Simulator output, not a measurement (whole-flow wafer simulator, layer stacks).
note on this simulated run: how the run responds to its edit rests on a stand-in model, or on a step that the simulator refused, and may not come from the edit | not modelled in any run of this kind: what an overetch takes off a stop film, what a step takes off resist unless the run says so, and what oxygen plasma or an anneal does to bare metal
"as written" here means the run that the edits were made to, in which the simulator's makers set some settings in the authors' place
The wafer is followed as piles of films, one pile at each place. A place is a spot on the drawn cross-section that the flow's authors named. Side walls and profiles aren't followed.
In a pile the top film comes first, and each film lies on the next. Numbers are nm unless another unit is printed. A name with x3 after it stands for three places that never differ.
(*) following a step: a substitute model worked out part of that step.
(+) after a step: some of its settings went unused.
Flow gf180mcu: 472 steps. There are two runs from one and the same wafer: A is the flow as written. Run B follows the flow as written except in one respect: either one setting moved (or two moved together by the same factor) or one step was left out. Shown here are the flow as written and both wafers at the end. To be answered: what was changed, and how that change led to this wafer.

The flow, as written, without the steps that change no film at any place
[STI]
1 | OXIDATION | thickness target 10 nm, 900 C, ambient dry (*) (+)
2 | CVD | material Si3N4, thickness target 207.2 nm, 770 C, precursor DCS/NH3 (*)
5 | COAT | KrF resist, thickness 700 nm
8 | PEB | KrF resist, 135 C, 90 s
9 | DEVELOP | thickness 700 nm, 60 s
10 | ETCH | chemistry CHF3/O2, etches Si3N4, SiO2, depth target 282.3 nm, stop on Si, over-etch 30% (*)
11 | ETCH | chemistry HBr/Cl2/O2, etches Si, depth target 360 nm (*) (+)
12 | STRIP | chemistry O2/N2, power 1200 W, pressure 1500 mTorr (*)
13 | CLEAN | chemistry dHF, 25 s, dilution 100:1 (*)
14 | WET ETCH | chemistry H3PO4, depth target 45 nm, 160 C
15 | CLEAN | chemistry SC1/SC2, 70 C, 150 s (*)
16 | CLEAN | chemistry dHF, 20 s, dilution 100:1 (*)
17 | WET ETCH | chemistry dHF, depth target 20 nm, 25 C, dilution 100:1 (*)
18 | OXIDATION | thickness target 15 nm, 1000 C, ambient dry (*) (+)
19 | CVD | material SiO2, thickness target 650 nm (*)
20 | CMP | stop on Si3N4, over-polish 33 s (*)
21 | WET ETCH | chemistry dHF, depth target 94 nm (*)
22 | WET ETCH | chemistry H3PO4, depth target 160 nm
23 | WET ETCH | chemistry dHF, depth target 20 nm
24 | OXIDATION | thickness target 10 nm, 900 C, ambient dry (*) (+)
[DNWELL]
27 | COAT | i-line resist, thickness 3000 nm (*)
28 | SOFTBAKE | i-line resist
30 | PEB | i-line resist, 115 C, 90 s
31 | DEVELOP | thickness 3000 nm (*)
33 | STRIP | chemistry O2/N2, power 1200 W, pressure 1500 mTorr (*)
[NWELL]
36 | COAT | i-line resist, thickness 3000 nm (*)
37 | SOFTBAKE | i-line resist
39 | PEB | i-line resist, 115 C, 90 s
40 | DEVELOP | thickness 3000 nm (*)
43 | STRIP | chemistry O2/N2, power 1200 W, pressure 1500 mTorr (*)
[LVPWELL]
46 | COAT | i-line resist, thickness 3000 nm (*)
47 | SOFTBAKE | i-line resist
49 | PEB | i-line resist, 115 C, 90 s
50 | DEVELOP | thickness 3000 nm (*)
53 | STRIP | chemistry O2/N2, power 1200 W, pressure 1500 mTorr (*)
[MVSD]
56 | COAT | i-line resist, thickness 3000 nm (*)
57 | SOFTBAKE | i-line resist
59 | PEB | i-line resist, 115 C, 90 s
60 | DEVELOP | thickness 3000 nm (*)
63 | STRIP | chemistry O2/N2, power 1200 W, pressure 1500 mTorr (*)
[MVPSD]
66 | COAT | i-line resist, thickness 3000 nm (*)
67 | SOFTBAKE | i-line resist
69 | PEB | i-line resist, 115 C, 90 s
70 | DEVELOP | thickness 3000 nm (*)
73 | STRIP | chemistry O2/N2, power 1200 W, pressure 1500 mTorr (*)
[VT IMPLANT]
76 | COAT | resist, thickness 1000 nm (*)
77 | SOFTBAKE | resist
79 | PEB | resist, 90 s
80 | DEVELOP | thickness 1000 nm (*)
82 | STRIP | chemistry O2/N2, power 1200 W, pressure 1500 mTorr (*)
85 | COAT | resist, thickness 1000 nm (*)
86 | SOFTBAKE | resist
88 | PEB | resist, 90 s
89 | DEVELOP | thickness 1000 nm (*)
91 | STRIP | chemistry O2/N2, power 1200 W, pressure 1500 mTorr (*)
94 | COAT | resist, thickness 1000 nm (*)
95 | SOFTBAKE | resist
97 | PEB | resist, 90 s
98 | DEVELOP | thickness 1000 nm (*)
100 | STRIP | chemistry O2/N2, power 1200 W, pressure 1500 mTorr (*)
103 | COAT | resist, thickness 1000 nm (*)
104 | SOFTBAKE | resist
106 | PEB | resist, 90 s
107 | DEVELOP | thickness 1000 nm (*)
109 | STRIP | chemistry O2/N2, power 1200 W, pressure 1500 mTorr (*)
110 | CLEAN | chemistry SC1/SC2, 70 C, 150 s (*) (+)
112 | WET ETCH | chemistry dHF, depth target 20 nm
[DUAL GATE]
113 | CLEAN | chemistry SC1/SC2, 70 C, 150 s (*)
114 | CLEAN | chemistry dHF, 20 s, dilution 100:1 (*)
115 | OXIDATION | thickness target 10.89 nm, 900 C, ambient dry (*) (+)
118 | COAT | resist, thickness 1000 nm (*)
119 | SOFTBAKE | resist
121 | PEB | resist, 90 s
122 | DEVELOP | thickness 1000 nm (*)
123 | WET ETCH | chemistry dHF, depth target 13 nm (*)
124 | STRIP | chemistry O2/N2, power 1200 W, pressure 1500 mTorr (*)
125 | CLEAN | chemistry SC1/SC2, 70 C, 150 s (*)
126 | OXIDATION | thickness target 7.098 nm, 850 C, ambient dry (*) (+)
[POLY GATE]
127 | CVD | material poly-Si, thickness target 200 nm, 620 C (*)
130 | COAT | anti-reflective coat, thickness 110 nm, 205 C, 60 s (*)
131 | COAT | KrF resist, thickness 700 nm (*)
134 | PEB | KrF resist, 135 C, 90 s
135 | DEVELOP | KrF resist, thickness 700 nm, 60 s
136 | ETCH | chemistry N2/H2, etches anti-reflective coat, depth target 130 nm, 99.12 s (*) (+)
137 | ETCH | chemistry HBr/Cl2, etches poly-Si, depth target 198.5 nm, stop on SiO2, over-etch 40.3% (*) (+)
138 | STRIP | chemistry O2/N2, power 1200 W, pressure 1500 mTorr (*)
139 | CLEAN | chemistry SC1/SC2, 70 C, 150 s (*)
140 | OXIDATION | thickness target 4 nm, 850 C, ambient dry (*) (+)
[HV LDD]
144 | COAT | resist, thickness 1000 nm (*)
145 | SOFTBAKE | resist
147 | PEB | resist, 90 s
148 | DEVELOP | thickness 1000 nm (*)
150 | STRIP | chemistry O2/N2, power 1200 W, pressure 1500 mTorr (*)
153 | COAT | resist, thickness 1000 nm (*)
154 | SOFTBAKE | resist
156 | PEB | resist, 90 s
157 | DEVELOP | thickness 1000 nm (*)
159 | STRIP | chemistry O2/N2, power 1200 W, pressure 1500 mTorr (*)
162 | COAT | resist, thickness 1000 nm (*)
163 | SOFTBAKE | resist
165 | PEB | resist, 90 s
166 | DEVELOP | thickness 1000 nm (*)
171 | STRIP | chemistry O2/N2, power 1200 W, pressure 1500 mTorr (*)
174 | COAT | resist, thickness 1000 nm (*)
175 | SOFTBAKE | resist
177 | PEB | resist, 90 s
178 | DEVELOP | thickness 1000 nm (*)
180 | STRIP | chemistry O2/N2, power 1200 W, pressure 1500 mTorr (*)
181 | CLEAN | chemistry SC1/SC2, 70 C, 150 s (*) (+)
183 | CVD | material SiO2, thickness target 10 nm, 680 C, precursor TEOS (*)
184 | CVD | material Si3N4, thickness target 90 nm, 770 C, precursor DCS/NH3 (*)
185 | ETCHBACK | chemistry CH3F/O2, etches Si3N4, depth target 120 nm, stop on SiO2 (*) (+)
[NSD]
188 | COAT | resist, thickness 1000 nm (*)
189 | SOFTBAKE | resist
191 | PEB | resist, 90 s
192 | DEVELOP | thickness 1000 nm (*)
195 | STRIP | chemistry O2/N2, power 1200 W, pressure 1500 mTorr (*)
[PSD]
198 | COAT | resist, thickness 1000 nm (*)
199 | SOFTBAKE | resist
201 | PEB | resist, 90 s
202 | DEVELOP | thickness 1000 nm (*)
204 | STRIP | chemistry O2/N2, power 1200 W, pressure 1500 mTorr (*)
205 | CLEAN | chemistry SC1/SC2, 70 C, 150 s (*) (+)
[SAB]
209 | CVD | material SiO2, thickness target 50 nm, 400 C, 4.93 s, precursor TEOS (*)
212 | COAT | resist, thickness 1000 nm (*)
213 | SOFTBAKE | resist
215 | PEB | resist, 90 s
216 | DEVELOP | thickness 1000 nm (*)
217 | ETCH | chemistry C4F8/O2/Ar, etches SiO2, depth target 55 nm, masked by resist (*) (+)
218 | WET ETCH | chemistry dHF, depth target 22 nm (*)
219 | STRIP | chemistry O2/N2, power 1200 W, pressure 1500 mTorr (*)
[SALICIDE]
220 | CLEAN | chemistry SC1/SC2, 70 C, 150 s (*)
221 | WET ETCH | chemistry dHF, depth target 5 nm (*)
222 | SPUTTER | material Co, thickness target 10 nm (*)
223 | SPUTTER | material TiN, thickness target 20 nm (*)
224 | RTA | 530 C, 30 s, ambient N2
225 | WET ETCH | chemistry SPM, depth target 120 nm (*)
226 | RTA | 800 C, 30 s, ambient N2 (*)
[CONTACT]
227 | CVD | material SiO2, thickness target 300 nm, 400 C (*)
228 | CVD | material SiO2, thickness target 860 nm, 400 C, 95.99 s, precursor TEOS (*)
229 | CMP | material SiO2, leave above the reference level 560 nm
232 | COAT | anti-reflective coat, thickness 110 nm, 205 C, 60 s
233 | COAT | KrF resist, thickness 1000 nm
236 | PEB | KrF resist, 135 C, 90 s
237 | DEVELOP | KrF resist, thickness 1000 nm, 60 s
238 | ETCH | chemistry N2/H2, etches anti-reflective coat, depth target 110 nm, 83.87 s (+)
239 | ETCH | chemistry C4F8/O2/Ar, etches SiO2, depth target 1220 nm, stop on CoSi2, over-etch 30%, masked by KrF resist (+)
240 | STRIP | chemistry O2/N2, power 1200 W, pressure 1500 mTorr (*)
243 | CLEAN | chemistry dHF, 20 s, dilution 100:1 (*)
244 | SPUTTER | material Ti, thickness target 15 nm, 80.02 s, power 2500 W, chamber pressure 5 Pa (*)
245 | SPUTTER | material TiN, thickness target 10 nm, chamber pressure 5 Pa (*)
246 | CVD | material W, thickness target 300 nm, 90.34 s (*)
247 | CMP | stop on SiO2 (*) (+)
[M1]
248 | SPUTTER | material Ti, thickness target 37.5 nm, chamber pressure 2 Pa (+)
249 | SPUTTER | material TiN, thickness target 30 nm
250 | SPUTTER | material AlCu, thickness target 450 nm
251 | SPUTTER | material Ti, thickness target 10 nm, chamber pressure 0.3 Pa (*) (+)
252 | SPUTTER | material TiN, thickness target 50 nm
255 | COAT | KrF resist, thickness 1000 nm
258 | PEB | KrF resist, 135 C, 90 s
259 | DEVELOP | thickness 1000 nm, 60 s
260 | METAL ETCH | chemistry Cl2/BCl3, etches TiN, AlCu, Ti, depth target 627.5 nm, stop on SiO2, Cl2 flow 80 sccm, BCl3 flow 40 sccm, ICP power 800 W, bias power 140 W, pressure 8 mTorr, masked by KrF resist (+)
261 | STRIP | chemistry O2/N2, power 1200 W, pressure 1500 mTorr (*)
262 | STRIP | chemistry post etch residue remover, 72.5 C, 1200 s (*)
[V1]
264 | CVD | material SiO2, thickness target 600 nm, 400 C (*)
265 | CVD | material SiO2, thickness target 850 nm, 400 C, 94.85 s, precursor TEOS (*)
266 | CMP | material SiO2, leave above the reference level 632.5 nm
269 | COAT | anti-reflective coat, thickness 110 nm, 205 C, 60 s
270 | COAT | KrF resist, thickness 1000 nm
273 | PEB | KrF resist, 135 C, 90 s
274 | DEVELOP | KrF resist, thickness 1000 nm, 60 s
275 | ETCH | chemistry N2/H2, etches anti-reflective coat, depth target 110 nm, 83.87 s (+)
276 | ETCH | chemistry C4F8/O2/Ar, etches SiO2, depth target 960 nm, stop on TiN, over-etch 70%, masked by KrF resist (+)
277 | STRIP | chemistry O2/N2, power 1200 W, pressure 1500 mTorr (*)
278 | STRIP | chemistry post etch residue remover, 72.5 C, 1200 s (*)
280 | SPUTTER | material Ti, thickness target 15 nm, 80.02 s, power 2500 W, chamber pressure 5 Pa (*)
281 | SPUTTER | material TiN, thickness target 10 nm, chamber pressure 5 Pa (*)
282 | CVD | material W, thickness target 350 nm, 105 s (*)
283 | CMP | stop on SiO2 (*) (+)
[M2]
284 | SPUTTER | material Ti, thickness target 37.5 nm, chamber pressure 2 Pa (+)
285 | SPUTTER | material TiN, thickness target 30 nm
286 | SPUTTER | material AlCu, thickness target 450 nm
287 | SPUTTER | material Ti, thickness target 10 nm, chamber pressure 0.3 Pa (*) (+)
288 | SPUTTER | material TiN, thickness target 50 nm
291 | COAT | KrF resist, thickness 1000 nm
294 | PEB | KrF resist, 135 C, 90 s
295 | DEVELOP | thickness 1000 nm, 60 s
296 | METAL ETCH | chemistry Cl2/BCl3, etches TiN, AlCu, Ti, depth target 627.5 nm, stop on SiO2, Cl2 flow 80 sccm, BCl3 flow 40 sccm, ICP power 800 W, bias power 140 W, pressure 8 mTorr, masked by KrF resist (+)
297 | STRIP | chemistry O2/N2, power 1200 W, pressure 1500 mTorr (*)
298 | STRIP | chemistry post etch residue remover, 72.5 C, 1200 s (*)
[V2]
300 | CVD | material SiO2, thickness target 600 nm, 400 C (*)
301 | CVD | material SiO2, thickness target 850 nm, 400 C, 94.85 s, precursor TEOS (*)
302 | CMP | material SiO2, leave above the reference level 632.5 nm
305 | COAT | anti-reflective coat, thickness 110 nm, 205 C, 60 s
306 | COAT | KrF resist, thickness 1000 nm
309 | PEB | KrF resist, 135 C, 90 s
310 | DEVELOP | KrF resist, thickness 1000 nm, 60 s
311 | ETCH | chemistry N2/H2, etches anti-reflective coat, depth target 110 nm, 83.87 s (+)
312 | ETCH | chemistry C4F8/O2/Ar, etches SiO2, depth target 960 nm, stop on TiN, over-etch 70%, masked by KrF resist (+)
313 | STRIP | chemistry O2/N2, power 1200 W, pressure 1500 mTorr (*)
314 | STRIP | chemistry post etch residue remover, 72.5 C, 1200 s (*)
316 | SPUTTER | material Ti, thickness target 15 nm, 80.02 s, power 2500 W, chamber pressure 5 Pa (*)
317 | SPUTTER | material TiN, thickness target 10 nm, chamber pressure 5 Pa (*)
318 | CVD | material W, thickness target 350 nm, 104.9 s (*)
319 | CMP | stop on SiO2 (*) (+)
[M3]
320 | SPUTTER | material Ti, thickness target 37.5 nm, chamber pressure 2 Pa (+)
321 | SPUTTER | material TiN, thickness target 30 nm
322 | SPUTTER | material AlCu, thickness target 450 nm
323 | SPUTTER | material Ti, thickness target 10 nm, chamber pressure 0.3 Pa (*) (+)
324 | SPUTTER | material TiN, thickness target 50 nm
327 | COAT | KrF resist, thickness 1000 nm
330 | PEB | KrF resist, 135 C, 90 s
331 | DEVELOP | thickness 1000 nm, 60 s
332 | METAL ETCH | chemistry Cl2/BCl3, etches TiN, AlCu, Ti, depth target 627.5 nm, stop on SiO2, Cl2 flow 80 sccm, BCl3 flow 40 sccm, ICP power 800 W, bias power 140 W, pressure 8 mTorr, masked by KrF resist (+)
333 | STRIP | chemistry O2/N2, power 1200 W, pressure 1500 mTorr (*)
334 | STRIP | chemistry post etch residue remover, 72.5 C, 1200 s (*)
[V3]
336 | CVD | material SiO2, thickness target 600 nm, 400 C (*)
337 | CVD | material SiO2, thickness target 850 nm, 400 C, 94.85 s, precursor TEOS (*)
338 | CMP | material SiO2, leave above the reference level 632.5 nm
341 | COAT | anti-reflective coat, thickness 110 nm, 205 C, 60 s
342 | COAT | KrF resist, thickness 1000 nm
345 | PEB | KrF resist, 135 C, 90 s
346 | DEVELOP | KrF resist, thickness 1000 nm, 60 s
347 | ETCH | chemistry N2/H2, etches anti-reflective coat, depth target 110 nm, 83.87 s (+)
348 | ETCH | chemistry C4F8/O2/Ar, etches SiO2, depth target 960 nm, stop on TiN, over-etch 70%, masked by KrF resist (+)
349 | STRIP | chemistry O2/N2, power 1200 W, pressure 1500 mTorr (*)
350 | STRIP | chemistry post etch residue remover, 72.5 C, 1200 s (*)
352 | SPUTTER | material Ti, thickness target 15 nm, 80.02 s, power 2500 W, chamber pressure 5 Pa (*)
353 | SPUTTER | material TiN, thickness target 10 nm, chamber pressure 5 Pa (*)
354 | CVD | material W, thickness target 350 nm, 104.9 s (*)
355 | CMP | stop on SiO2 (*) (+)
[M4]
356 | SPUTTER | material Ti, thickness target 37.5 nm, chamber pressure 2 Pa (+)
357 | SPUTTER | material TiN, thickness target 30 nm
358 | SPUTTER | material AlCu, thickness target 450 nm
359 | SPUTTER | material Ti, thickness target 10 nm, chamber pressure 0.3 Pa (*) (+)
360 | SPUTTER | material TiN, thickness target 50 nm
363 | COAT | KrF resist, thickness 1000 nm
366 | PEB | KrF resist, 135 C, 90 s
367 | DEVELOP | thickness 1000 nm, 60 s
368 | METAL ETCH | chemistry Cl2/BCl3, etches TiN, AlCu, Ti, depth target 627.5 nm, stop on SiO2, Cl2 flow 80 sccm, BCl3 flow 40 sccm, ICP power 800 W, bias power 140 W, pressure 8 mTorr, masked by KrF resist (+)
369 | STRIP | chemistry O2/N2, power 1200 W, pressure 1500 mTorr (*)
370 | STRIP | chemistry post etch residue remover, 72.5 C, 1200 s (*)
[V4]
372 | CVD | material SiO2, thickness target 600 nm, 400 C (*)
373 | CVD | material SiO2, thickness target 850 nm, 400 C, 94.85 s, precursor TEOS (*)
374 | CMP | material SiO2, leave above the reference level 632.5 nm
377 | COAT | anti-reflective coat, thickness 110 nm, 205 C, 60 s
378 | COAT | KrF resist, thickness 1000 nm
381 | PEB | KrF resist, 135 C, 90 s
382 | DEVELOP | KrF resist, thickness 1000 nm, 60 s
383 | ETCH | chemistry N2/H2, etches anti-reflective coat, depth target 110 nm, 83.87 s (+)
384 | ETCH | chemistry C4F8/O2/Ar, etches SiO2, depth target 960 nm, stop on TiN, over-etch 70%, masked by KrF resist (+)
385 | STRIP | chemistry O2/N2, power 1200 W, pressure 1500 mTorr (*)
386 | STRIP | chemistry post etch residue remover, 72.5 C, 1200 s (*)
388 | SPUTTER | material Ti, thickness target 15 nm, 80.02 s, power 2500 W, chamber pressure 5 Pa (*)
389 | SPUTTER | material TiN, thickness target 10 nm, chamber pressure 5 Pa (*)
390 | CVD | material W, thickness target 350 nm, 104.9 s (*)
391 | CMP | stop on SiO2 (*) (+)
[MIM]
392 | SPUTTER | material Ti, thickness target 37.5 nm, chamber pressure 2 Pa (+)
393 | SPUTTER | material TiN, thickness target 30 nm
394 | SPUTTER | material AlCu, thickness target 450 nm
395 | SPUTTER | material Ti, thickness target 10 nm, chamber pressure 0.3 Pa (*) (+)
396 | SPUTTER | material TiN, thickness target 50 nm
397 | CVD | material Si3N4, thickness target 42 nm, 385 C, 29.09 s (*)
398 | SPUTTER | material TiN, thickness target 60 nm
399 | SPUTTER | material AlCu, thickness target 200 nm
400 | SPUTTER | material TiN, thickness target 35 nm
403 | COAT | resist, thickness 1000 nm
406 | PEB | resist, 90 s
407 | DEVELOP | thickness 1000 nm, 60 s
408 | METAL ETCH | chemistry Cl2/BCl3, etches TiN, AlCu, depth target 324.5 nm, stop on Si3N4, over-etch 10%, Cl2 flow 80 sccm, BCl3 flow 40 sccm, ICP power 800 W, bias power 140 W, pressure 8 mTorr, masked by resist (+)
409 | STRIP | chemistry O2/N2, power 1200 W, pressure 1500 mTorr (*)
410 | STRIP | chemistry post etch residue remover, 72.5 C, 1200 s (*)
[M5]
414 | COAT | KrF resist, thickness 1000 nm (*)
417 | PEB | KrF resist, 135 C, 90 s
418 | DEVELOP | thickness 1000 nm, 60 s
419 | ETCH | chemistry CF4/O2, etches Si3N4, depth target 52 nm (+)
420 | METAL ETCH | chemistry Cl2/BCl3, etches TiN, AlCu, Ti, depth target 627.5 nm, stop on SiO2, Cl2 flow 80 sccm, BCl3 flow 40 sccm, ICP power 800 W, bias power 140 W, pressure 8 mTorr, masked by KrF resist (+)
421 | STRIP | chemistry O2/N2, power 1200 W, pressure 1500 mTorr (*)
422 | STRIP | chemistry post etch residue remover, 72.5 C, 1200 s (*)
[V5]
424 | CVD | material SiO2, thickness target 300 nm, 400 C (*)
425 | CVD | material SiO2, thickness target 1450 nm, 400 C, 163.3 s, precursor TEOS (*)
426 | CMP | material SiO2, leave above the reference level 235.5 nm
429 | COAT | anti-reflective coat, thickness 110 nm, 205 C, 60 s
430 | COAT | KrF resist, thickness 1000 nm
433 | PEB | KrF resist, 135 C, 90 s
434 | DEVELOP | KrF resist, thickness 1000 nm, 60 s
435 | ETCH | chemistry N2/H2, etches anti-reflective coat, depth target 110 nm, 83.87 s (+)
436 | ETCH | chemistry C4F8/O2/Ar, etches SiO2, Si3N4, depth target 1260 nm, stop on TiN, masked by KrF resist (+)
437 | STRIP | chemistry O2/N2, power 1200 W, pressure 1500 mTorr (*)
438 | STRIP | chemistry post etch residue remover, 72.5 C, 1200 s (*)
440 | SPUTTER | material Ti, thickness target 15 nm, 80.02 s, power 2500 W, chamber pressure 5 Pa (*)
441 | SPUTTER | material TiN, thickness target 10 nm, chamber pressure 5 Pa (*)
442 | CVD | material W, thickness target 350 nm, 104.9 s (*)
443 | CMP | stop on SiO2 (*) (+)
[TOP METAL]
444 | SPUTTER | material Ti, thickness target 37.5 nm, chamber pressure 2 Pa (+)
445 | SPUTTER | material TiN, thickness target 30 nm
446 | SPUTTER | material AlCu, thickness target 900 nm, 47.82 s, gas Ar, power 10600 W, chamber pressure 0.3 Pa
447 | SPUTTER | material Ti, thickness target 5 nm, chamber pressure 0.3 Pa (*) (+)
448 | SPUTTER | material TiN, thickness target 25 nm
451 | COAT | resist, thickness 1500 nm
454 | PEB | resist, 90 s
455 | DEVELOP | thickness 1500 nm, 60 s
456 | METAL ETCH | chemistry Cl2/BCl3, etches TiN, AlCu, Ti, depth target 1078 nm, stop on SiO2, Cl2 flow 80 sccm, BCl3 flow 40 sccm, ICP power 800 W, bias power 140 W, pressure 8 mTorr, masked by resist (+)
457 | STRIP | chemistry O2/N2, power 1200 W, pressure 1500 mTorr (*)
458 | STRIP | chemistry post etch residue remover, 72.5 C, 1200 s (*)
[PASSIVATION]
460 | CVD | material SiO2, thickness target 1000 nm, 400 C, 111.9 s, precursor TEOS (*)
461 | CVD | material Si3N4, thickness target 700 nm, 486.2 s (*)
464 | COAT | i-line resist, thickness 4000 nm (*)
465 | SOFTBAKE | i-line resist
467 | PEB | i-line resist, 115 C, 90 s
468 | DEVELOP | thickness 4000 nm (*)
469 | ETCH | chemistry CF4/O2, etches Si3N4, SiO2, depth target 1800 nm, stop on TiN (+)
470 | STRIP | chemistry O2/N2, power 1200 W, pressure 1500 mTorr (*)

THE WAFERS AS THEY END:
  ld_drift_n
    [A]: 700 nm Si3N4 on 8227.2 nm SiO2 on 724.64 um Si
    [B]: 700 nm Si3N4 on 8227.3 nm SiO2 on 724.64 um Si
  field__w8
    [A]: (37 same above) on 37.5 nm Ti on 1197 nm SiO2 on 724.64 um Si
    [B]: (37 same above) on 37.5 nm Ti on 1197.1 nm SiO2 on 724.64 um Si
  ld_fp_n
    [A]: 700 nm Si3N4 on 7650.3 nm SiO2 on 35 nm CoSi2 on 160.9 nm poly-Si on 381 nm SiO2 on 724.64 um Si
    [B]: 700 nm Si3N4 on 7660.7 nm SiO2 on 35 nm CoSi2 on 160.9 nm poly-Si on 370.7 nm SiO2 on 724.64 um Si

Cause: step 23, WET ETCH: depth target 28 nm was run, while the flow as written has depth target 20 nm.

Step by step, how the change led to this:
  23 | WET ETCH | chemistry dHF, depth target 20 nm
      field, field_sub, sti and 34 more: A -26 SiO2 | B -36.4 SiO2
  28 | SOFTBAKE | i-line resist
      nw_enc_fld: A -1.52 i-line resist | B +2.75 i-line resist
      n_well, nw_enc_fld_lv: A +1.82 i-line resist | B +1.28 i-line resist
      (also at 41 further places)
  37 | SOFTBAKE | i-line resist
      nw_enc_fld: A -1.52 i-line resist | B +2.75 i-line resist
      n_well, nw_enc_fld_lv: A +1.82 i-line resist | B +1.28 i-line resist
      (also at 41 further places)
  47 | SOFTBAKE | i-line resist
      nw_enc_fld: A -1.52 i-line resist | B +2.75 i-line resist
      n_well, nw_enc_fld_lv: A +1.82 i-line resist | B +1.28 i-line resist
      (also at 41 further places)
  57 | SOFTBAKE | i-line resist
      nw_enc_fld: A -1.52 i-line resist | B +2.75 i-line resist
      n_well, nw_enc_fld_lv: A +1.82 i-line resist | B +1.28 i-line resist
      (also at 41 further places)
  67 | SOFTBAKE | i-line resist
      nw_enc_fld: A -1.52 i-line resist | B +2.75 i-line resist
      n_well, nw_enc_fld_lv: A +1.82 i-line resist | B +1.28 i-line resist
      (also at 41 further places)
  130 | COAT | anti-reflective coat, thickness 110 nm, 205 C, 60 s (*)
      p_well, spacer, sd_n: A +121 anti-reflective coat (new film) | B +111 anti-reflective coat (new film)
      gate, gate_p: A +117 anti-reflective coat (new film) | B +112.4 anti-reflective coat (new film)
      (also at 67 further places)
  136 | ETCH | chemistry N2/H2, etches anti-reflective coat, depth target 130 nm, 99.12 s (*) (+)
      p_well, spacer, sd_n: A -121 anti-reflective coat (all of it), -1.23 poly-Si | B -111 anti-reflective coat (all of it), -1.49 poly-Si
      field__w1: A -99.6 anti-reflective coat (all of it), -1.78 poly-Si | B -105.7 anti-reflective coat (all of it), -1.62 poly-Si
      (also at 48 further places)
  138 | STRIP | chemistry O2/N2, power 1200 W, pressure 1500 mTorr (*)
      gate: A +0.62 chemical SiO2 (new film), -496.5 KrF resist (all of it), -117 anti-reflective coat (all of it), -0.27 poly-Si | B +0.62 chemical SiO2 (new film), -495.8 KrF resist (all of it), -112.4 anti-reflective coat (all of it), -0.27 poly-Si
      gate_hv: A +0.62 chemical SiO2 (new film), -495.3 KrF resist (all of it), -109.8 anti-reflective coat (all of it), -0.27 poly-Si | B +0.62 chemical SiO2 (new film), -493.6 KrF resist (all of it), -107.2 anti-reflective coat (all of it), -0.27 poly-Si
      (also at 18 further places)
  145 | SOFTBAKE | resist
      field: A nothing | B +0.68 resist
      nw_enc_fld_lv__w3: A +0.39 resist | B -0.36 resist
  154 | SOFTBAKE | resist
      field: A nothing | B +0.68 resist
      nw_enc_fld_lv__w3: A +0.39 resist | B -0.36 resist
  163 | SOFTBAKE | resist
      field: A nothing | B +0.68 resist
      nw_enc_fld_lv__w3: A +0.39 resist | B -0.36 resist
  175 | SOFTBAKE | resist
      field: A nothing | B +0.68 resist
      nw_enc_fld_lv__w3: A +0.39 resist | B -0.36 resist
  189 | SOFTBAKE | resist
      nw_enc_fld_lv__w3: A +0.35 resist | B -0.56 resist
      active_hv: A +0.78 resist | B +0.15 resist
  199 | SOFTBAKE | resist
      nw_enc_fld_lv__w3: A +0.35 resist | B -0.56 resist
      active_hv: A +0.78 resist | B +0.15 resist
  213 | SOFTBAKE | resist
      nw_enc_fld_lv__w3: A +0.28 resist | B -0.63 resist
  ... another 3 steps ...
  229 | CMP | material SiO2, leave above the reference level 560 nm
      ldn_sep__w1, ldn_sep__w2, ldn_dft and 8 more: A -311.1 SiO2 | B -300.8 SiO2
      sti, mim_1p0, pad, dice_street, iso_nw_fld, iso_fld_sub: A -297 SiO2 | B -286.6 SiO2
      (also at 40 further places)
